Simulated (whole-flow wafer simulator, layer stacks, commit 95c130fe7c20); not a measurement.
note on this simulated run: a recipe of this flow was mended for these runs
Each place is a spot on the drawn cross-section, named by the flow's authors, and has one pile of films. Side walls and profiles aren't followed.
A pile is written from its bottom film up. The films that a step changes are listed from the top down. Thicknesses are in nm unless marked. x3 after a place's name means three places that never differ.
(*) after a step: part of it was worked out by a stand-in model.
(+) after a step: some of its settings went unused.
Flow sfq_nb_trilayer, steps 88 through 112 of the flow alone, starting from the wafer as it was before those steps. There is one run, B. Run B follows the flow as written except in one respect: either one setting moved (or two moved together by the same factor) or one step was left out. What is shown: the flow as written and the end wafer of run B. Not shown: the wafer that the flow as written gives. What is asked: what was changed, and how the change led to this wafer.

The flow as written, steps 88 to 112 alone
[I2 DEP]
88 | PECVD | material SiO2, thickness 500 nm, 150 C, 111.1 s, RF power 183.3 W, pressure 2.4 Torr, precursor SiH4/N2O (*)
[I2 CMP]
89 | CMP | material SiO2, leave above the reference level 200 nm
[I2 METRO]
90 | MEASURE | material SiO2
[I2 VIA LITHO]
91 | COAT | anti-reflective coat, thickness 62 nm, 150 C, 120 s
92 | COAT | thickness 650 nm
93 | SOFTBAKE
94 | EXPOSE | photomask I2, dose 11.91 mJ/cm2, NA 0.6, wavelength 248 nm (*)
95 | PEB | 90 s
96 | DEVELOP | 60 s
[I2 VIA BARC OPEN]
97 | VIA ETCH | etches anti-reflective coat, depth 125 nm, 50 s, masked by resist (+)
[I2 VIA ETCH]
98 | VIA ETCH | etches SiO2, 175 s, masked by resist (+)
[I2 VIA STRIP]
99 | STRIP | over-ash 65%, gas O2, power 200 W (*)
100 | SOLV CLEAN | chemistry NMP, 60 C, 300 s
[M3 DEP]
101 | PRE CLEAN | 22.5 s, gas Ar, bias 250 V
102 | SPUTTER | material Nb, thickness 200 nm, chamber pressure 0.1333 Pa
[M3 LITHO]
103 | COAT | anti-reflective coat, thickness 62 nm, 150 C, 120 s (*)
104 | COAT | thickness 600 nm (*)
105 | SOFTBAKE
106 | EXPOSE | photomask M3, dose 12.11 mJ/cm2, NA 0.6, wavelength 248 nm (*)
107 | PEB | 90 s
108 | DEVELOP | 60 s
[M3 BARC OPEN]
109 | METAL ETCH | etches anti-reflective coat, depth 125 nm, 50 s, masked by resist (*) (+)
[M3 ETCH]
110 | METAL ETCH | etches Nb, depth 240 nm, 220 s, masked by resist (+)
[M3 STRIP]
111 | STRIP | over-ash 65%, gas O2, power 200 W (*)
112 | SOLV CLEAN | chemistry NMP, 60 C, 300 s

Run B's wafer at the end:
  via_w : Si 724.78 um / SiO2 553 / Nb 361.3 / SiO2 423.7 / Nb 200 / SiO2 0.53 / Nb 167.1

The reason: step 98, VIA ETCH: 129 s was run, while the flow as written has 175 s.

How this came from the change, step by step:
  98 | VIA ETCH | etches SiO2, 175 s, masked by resist (+)
      via_w: SiO2 loses 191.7 (it would be, as written: SiO2 loses 199.7 (all of it), Nb loses 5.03)
      field_l, v_sur, via_wl and 102 more: KrF-resist-other-grade loses 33 (it would be, as written: KrF-resist-other-grade loses 44.8)
  99 | STRIP | over-ash 65%, gas O2, power 200 W (*)
      field_l, v_sur, via_wl and 102 more: KrF-resist-other-grade loses 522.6 (all of it), anti-reflective coat loses 62 (all of it) (it would be, as written: KrF-resist-other-grade loses 510.8 (all of it), anti-reflective coat loses 62 (all of it))
  101 | PRE CLEAN | 22.5 s, gas Ar, bias 250 V
      via_w: SiO2 loses 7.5 (it would be, as written: Nb loses 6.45)
  102 | SPUTTER | material Nb, thickness 200 nm, chamber pressure 0.1333 Pa
      via_w: Nb gains 167.1 (new film) (it would be, as written: Nb gains 164.5)
  103 | COAT | anti-reflective coat, thickness 62 nm, 150 C, 120 s (*)
      via_wl, via_wr: anti-reflective coat gains 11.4 (new film) (it would be, as written: anti-reflective coat gains 16.7 (new film))
      field_l: anti-reflective coat gains 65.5 (new film) (it would be, as written: anti-reflective coat gains 67.6 (new film))
      (and at 3 other places as well)
  109 | METAL ETCH | etches anti-reflective coat, depth 125 nm, 50 s, masked by resist (*) (+)
      field_l: anti-reflective coat loses 65.5 (all of it) (it would be, as written: anti-reflective coat loses 67.6 (all of it))
  111 | STRIP | over-ash 65%, gas O2, power 200 W (*)
      v_sur: KrF-resist-other-grade loses 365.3 (all of it), anti-reflective coat loses 39.1 (all of it) (it would be, as written: KrF-resist-other-grade loses 361 (all of it), anti-reflective coat loses 46 (all of it))
      via_wl: KrF-resist-other-grade loses 384.1 (all of it), anti-reflective coat loses 11.4 (all of it) (it would be, as written: KrF-resist-other-grade loses 381.1 (all of it), anti-reflective coat loses 16.7 (all of it))
      (and at 3 other places as well)
If metal films that touch count as one body, via_w has 3 bodies (between them, from the top down: SiO2 0.53; SiO2 423.7); the flow as written gives 2 bodies (between them, from the top down: SiO2 423.7).
